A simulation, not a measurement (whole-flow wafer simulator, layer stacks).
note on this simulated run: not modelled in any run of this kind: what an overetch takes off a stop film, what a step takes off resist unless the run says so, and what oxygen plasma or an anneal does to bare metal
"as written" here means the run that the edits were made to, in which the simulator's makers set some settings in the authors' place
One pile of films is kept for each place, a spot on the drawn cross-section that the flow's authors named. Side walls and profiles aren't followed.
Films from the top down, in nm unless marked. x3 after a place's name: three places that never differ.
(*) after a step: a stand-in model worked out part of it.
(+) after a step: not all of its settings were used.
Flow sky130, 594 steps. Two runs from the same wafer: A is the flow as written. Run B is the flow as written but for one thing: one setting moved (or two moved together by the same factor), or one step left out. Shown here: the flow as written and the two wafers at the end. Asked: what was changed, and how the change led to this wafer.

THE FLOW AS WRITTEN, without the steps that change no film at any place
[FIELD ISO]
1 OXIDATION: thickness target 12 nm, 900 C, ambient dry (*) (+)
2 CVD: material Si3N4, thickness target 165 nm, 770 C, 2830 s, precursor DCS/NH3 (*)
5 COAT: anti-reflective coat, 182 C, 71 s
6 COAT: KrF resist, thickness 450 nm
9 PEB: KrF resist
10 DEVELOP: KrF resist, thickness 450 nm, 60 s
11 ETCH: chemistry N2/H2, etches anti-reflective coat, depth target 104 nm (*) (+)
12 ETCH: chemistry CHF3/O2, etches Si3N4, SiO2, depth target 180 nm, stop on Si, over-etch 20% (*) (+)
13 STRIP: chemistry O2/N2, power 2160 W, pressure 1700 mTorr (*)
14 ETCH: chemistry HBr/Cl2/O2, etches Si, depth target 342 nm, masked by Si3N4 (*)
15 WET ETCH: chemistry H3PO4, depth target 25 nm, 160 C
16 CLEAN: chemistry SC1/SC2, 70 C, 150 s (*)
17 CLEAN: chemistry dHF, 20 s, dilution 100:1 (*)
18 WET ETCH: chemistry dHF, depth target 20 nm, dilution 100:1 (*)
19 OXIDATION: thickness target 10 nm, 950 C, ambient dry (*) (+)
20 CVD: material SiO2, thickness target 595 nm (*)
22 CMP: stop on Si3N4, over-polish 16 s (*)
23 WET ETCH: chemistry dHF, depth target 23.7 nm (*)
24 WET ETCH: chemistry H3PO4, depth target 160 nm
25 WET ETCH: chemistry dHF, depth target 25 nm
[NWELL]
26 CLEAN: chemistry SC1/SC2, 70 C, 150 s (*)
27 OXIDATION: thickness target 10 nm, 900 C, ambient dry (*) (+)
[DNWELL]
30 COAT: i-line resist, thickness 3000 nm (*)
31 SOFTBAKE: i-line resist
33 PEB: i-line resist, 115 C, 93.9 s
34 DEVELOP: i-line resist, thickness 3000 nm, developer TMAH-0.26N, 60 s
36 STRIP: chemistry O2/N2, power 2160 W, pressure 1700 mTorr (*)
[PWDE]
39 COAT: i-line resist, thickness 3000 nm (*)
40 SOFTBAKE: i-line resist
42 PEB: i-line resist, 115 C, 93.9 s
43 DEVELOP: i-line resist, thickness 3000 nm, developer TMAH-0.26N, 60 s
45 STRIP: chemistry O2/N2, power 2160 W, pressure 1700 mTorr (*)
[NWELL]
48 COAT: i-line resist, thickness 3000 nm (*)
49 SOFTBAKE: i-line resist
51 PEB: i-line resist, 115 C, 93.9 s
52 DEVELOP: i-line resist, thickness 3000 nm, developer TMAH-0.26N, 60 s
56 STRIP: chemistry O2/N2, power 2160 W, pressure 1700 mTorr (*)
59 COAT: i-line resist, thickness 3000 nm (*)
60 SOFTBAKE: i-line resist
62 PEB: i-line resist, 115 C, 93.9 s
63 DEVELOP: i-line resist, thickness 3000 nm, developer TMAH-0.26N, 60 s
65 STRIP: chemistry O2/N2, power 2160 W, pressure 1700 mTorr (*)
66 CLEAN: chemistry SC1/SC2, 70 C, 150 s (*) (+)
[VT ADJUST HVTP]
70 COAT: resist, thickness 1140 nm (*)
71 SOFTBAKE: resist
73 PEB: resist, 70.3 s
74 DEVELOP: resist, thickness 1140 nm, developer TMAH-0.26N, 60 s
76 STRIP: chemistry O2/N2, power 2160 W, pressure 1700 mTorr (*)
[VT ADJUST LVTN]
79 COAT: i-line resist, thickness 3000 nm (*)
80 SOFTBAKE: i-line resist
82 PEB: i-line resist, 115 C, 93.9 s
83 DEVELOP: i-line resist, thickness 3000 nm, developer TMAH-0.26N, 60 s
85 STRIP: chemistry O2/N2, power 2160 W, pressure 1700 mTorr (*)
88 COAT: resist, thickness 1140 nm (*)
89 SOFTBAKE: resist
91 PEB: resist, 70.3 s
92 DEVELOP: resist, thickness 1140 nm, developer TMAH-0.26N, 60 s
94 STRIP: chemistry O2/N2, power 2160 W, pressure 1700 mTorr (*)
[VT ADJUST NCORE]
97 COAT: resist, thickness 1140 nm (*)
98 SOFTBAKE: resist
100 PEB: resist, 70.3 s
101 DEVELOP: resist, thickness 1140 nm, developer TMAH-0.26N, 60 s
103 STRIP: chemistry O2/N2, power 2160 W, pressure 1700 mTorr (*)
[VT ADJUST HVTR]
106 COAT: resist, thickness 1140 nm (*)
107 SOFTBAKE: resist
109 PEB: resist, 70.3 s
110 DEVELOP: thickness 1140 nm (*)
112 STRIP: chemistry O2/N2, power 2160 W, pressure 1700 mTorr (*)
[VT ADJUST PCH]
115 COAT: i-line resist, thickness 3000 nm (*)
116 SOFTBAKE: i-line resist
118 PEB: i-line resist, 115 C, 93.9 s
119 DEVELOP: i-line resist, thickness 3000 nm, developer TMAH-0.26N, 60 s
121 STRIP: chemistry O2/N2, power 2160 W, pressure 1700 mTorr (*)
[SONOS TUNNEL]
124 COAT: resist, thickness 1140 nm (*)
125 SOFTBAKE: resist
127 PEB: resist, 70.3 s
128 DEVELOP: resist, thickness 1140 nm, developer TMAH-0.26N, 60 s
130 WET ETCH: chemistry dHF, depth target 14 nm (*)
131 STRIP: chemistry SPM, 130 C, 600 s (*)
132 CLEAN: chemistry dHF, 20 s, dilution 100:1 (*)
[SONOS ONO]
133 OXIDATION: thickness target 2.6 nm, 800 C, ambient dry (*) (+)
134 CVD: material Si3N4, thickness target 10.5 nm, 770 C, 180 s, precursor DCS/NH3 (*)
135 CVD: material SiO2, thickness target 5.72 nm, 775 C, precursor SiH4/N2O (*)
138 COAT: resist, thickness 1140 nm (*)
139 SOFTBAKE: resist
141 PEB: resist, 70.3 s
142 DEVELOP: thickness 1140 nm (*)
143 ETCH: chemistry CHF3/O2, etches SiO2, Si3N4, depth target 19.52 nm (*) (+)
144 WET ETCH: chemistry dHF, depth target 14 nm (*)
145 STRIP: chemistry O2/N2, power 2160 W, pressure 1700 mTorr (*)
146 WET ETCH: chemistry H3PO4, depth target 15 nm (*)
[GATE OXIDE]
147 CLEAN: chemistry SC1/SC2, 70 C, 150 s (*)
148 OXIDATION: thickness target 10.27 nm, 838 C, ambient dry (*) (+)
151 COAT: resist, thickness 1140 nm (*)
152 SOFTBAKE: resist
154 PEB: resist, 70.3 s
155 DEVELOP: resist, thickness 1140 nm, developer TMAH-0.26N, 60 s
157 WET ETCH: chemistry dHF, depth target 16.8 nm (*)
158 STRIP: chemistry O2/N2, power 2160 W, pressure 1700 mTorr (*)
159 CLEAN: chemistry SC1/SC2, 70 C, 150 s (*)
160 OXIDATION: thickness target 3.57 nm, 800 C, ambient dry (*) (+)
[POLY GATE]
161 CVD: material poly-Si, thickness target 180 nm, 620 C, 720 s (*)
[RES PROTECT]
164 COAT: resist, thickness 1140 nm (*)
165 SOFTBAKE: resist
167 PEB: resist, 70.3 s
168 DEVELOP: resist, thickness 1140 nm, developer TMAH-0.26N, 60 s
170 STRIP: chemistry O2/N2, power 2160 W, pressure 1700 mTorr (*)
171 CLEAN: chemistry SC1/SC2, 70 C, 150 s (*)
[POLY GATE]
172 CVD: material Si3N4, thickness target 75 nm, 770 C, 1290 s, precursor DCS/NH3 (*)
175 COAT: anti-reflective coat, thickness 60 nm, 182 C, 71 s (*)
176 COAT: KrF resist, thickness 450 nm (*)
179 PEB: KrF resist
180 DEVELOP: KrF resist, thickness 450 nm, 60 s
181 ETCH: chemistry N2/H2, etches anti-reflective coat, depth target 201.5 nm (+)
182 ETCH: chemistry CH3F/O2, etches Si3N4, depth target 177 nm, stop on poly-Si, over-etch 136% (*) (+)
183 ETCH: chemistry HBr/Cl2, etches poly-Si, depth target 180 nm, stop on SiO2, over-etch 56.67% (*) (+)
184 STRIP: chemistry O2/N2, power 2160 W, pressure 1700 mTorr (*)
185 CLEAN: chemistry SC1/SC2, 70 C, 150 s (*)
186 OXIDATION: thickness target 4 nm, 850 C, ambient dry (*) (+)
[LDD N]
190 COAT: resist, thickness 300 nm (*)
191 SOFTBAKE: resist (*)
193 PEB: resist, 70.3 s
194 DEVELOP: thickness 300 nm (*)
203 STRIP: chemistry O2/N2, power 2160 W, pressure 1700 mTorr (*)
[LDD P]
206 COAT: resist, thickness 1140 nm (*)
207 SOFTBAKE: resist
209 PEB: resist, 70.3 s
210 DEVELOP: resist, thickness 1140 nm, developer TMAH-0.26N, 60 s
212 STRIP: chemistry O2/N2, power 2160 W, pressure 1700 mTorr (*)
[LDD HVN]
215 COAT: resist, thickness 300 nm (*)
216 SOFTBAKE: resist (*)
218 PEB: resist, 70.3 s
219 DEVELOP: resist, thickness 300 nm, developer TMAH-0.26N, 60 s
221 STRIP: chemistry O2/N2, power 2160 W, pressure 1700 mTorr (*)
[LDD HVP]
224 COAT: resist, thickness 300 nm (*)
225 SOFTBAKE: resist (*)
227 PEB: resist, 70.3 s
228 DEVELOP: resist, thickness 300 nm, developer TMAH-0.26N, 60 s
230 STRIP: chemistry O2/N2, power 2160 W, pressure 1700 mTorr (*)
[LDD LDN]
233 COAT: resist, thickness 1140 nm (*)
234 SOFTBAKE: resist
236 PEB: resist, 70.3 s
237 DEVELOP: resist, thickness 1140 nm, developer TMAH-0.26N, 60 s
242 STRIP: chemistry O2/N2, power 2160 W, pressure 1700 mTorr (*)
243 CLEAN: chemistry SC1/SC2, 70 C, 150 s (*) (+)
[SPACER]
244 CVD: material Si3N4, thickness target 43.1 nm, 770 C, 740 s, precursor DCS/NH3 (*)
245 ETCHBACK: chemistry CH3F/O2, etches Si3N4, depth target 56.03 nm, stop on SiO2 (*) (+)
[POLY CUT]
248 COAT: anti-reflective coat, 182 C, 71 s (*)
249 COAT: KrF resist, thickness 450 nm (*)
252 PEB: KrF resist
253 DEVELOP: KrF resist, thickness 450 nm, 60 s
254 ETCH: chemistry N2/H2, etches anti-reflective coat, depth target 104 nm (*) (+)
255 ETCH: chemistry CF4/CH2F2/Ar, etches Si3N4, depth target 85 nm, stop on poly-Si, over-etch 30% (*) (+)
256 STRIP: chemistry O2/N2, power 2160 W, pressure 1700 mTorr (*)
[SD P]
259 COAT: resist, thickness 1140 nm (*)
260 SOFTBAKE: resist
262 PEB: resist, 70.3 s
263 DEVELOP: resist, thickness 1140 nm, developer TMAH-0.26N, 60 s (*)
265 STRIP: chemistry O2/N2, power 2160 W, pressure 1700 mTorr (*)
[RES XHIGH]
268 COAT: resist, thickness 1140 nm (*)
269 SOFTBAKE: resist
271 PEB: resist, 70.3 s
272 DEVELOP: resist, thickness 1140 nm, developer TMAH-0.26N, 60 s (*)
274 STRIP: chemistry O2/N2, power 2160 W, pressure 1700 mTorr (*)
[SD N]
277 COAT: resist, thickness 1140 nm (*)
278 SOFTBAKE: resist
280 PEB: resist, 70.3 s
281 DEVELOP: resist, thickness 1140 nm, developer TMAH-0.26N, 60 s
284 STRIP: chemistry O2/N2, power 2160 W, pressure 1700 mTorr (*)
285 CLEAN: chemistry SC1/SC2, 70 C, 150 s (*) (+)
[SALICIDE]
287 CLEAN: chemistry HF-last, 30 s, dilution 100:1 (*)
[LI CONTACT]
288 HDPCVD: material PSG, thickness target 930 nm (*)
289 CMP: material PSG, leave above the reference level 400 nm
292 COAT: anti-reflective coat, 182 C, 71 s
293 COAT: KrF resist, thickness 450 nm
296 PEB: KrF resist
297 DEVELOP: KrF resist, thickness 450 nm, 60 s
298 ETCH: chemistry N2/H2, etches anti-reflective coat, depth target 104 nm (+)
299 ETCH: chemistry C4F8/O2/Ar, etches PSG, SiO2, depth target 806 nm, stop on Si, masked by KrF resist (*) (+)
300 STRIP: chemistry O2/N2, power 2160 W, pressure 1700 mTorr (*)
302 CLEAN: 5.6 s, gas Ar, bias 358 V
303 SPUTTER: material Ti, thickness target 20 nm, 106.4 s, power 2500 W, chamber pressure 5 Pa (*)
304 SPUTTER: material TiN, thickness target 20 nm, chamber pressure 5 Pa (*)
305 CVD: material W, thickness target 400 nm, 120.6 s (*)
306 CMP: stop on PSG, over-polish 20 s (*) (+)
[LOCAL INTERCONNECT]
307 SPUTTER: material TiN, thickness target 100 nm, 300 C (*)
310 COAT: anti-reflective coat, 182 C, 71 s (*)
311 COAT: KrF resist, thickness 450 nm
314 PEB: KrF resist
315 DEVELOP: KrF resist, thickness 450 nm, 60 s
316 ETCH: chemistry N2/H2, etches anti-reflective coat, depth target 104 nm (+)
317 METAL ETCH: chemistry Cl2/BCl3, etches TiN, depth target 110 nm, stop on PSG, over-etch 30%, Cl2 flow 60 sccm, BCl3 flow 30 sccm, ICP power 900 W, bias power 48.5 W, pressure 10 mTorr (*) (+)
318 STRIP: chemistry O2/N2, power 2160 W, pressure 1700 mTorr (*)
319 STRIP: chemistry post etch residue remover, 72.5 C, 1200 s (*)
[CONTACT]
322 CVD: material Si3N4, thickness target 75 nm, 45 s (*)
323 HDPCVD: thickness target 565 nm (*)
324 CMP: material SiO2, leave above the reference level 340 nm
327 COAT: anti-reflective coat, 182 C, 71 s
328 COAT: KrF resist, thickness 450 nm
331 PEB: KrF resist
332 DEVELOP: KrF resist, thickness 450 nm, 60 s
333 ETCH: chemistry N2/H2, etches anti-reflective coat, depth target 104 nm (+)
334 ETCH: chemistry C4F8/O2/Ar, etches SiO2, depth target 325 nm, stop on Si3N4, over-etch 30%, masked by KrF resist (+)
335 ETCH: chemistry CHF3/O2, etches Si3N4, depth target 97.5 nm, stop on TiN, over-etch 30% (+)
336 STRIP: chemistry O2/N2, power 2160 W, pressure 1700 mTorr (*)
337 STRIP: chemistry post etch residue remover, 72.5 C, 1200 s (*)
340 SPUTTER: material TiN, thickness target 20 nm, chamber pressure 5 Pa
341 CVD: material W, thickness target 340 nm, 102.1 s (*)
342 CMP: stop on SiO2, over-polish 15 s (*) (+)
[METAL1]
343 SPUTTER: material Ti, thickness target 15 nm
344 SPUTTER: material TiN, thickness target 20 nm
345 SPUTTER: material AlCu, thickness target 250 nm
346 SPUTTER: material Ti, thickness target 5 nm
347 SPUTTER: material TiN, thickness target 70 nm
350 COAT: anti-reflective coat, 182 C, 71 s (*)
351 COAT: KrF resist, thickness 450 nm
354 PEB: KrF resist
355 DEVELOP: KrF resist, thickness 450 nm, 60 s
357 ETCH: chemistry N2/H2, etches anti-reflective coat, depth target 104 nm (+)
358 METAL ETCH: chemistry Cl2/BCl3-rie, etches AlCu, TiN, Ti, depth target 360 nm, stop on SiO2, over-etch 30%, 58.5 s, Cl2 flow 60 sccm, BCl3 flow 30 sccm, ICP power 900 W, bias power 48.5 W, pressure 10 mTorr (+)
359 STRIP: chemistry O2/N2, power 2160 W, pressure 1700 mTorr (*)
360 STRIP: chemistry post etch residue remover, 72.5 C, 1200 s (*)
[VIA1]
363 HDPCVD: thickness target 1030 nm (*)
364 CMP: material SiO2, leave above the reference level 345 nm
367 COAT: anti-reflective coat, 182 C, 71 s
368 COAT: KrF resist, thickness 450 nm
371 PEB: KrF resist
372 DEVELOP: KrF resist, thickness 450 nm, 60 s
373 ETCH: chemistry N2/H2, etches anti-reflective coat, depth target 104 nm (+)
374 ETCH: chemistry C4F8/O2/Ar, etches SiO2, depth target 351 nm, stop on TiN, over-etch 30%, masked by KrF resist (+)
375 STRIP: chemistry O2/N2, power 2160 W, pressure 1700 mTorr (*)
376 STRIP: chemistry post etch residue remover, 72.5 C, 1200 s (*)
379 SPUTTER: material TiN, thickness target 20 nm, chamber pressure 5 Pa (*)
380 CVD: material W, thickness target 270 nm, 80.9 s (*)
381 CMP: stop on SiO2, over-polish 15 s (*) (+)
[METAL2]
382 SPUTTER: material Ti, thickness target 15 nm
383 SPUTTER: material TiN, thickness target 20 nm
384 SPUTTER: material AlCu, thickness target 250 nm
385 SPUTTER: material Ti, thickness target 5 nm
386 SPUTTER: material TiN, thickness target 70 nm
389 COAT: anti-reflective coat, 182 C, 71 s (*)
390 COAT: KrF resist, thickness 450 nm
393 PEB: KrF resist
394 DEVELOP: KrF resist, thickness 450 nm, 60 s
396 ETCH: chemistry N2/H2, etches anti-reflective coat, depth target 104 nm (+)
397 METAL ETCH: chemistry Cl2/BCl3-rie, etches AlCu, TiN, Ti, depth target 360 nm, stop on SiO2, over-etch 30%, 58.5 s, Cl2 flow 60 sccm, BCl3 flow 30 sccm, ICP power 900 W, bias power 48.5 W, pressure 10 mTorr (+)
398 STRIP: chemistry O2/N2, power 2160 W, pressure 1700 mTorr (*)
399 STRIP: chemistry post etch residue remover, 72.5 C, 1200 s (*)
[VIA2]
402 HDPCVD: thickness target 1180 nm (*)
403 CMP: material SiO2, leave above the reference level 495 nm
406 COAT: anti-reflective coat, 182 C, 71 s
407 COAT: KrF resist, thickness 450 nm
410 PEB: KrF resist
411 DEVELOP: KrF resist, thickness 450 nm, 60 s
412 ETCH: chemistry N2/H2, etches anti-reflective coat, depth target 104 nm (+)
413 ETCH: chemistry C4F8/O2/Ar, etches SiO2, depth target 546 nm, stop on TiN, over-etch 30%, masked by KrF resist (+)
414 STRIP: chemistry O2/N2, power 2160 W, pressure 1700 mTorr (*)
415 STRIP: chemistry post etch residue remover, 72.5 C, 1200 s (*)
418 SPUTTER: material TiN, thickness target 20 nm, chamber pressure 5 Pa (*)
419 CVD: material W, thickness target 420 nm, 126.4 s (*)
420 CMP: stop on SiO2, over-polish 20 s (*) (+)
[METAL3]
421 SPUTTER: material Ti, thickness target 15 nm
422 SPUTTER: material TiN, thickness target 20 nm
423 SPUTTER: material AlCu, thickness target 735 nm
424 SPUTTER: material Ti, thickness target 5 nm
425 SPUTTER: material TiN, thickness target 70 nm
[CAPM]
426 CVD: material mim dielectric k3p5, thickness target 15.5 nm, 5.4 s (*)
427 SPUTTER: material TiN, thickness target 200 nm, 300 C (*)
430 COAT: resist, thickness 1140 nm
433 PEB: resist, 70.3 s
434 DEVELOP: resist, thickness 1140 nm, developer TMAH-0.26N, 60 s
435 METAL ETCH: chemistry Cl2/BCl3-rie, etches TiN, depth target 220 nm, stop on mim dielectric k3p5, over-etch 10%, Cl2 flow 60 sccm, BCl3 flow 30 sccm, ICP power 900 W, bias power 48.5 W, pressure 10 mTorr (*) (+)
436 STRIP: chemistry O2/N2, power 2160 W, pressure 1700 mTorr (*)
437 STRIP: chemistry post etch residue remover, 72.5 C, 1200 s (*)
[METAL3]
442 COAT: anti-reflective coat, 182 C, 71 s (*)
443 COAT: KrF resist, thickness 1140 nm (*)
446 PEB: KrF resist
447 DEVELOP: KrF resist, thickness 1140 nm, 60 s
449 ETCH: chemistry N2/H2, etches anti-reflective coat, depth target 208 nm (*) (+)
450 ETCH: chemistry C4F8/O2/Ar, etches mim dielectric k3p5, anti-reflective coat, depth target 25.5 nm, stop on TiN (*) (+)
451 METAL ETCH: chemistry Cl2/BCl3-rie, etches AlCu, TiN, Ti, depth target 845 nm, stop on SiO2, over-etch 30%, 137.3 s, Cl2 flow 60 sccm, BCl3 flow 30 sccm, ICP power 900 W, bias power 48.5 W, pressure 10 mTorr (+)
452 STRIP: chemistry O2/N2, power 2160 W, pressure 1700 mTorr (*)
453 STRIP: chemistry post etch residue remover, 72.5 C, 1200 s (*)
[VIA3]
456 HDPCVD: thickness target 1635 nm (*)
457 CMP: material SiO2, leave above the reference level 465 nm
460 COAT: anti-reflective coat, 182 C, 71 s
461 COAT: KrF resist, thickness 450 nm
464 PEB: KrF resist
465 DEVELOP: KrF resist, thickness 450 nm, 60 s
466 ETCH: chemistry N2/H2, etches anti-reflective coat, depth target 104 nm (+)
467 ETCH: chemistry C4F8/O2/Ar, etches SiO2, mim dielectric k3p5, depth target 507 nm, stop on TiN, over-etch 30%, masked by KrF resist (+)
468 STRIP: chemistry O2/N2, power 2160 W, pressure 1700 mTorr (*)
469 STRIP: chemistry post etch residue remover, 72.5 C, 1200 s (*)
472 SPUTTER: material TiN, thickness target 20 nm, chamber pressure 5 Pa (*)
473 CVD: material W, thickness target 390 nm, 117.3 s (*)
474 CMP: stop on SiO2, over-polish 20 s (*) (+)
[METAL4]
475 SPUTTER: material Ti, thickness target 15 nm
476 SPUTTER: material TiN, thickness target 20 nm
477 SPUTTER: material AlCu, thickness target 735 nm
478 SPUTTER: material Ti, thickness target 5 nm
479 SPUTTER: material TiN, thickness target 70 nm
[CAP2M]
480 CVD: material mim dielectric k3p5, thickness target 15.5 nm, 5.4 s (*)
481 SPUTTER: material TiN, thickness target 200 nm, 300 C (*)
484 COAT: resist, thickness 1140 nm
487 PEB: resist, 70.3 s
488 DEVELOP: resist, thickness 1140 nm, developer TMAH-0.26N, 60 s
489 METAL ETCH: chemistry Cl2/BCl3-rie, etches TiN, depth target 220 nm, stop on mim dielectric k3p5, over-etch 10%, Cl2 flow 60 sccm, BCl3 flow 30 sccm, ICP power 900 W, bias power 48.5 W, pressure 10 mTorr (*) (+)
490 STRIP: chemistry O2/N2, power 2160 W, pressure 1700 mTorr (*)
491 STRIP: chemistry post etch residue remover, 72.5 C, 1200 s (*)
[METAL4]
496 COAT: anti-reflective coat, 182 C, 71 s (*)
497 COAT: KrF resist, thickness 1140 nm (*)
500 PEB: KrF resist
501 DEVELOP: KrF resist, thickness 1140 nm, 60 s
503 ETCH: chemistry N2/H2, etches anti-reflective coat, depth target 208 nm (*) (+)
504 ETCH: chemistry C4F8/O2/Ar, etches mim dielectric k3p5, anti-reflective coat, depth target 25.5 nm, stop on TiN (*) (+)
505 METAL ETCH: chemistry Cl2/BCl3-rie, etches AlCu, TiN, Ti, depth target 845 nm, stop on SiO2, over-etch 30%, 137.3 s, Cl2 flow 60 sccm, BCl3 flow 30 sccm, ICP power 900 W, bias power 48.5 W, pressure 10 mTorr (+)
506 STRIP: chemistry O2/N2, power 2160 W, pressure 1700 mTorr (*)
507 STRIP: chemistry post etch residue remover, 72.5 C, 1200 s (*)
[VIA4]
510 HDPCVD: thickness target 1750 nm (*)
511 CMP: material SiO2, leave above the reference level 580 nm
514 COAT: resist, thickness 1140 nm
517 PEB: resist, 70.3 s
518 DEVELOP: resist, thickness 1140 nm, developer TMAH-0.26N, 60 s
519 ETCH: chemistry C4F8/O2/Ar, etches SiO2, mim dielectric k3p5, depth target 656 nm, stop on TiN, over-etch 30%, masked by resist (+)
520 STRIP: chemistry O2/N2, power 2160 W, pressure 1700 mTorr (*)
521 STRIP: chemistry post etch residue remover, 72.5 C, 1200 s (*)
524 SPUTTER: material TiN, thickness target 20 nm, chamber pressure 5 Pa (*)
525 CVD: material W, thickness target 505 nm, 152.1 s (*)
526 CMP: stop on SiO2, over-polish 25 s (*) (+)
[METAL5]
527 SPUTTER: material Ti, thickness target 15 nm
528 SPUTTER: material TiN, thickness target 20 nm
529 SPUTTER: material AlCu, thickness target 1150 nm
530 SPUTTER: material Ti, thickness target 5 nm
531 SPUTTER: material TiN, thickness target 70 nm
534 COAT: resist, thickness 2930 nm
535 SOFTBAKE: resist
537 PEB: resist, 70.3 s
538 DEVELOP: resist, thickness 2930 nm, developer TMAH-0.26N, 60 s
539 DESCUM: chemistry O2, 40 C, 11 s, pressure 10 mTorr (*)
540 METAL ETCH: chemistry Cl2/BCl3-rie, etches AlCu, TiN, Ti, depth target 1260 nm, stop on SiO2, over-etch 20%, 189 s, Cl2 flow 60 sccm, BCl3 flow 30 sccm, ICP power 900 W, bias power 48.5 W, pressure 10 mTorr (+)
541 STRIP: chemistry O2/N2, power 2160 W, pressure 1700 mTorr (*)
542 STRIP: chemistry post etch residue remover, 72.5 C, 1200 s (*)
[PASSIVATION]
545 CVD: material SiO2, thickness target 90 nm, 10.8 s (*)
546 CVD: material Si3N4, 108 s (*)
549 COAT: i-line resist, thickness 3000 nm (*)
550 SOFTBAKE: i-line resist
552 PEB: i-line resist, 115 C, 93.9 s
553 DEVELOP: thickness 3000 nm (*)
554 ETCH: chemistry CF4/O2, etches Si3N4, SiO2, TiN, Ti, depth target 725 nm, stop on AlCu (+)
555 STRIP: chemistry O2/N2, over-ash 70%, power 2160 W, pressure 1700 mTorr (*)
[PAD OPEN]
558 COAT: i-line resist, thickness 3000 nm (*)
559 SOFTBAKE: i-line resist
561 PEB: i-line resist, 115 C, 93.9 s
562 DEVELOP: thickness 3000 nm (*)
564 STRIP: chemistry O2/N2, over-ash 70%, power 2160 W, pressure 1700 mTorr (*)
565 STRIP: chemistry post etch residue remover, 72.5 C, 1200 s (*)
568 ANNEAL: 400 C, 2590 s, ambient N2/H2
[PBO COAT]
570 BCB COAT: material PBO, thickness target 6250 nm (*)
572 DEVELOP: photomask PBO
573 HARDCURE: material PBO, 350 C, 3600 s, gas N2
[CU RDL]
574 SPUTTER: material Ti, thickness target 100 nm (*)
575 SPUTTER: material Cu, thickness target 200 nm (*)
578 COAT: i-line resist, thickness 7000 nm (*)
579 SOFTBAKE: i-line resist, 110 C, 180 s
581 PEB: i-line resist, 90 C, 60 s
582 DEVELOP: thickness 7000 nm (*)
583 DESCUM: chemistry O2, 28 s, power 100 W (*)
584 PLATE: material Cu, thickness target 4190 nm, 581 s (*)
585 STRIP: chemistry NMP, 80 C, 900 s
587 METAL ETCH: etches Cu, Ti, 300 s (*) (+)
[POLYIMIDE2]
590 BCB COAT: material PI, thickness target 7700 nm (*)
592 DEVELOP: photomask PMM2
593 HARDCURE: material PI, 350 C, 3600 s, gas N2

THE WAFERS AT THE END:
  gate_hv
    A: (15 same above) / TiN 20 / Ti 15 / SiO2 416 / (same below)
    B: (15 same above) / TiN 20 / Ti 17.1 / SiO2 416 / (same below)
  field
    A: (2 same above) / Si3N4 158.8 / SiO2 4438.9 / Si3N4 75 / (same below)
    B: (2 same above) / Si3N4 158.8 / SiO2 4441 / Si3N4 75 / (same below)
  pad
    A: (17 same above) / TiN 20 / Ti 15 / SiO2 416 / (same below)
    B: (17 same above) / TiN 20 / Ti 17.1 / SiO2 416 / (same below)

The cause: step 421, SPUTTER: thickness target 17.1 nm was run, where the flow has thickness target 15 nm.
It can be read off the wafer: gate_hv has Ti 17.1, and step 421 as written asks for 15 nm.

How the change led to this, step by step:
  421 SPUTTER: material Ti, thickness target 15 nm
      field, active, n_well and 188 more: A Ti +15 (new film) | B Ti +17.1 (new film)
  451 METAL ETCH: chemistry Cl2/BCl3-rie, etches AlCu, TiN, Ti, depth target 845 nm, stop on SiO2, over-etch 30%, 137.3 s, Cl2 flow 60 sccm, BCl3 flow 30 sccm, ICP power 900 W, bias power 48.5 W, pressure 10 mTorr (+)
      field, gate, spacer and 68 more: A TiN -70 (all of it), Ti -5 (all of it), AlCu -735 (all of it), TiN -20 (all of it), Ti -15 (all of it), SiO2 -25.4 | B TiN -70 (all of it), Ti -5 (all of it), AlCu -735 (all of it), TiN -20 (all of it), Ti -17.1 (all of it), SiO2 -25.1
      active, vpp_ln, vpp_iso2 and 11 more: A TiN -70 (all of it), Ti -5 (all of it), AlCu -735 (all of it), TiN -20 (all of it), Ti -15 (all of it), SiO2 -25.3 | B TiN -70 (all of it), Ti -5 (all of it), AlCu -735 (all of it), TiN -20 (all of it), Ti -17.1 (all of it), SiO2 -25.1
